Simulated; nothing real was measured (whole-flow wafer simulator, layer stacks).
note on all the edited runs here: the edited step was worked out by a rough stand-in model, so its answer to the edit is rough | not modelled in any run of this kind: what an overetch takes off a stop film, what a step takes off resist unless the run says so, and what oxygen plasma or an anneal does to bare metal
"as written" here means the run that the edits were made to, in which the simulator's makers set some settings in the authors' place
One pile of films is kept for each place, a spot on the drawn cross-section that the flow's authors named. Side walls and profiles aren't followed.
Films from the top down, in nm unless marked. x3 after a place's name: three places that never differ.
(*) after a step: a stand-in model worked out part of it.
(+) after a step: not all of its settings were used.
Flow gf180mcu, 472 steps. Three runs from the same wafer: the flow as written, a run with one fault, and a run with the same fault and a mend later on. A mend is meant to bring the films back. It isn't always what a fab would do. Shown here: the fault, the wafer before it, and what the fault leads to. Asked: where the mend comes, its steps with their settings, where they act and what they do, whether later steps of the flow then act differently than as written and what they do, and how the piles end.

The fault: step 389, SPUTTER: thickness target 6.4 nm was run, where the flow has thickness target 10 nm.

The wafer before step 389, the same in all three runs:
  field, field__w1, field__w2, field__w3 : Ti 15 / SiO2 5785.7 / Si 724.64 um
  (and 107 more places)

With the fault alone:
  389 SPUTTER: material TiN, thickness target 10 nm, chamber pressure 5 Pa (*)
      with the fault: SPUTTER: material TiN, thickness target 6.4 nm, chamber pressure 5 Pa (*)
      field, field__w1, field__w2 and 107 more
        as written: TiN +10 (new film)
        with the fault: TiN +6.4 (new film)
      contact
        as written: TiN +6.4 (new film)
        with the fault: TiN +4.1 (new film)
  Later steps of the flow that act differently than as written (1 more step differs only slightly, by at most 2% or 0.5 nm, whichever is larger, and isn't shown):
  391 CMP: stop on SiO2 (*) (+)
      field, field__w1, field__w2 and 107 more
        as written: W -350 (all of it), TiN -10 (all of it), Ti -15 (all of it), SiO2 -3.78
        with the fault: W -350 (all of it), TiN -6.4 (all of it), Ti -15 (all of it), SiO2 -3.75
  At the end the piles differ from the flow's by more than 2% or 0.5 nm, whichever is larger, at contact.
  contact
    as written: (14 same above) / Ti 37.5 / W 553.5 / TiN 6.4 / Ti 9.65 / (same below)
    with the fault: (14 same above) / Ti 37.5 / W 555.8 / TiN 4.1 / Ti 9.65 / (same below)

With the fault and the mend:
  The mend comes after step 389.
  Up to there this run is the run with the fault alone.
  389a SPUTTER: material TiN, thickness target 3.6 nm, chamber pressure 5 Pa (*) (the flow's step 389 once more, with other settings)
      field, field__w1, field__w2 and 107 more
        TiN +3.6
      contact
        TiN +2.3
  No later step of the flow acts differently than as written at any place that is followed.
  At the end the piles are the same as the flow's at every place that both follow.
